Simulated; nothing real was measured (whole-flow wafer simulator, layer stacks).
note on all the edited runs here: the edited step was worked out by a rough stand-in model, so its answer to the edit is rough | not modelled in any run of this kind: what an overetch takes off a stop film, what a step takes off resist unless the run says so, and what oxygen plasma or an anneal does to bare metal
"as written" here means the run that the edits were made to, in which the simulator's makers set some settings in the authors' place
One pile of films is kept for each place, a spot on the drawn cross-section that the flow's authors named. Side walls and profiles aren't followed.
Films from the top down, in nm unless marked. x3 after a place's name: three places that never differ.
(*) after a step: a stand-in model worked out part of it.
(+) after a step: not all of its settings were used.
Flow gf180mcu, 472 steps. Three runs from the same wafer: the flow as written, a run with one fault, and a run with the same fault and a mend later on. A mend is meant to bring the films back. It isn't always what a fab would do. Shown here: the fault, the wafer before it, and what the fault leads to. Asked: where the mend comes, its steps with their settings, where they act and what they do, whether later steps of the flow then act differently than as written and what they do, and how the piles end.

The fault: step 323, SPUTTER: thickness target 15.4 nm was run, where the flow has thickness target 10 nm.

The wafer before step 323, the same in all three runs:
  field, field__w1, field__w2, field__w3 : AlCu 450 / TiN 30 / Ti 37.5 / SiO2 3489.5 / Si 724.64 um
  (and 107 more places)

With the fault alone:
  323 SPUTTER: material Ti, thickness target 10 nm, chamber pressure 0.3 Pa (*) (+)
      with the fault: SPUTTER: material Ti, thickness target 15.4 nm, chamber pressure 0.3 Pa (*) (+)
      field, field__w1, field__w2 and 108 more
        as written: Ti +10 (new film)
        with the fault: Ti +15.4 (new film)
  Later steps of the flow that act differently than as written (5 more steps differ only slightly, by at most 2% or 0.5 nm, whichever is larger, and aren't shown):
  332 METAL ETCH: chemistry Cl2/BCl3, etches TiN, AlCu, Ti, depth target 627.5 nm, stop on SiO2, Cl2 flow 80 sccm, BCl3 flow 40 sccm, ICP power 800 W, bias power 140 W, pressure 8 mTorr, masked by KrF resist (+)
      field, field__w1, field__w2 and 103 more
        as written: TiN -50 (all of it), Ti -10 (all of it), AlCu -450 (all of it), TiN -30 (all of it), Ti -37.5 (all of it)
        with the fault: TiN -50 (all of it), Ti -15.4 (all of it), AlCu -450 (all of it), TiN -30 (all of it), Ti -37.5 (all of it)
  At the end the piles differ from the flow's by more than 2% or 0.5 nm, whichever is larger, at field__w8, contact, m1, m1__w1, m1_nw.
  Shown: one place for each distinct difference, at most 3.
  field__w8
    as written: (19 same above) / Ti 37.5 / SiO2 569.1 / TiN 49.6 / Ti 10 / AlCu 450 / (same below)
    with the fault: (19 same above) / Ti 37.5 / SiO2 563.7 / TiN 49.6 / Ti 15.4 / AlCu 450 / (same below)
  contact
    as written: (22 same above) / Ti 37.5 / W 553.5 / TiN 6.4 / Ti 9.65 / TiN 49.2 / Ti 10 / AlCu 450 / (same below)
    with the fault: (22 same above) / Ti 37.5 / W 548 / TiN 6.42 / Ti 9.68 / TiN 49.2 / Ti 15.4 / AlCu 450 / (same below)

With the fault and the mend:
  The mend comes after step 323.
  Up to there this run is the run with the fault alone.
  323a METAL ETCH: chemistry Cl2/BCl3, etches TiN, AlCu, Ti, depth target 5.4 nm, Cl2 flow 80 sccm, BCl3 flow 40 sccm, ICP power 800 W, bias power 140 W, pressure 8 mTorr (the flow's step 260 once more, with other settings)
      field, field__w1, field__w2 and 108 more
        Ti -5.4
  No later step of the flow acts differently than as written at any place that is followed.
  At the end the piles are the same as the flow's at every place that both follow.
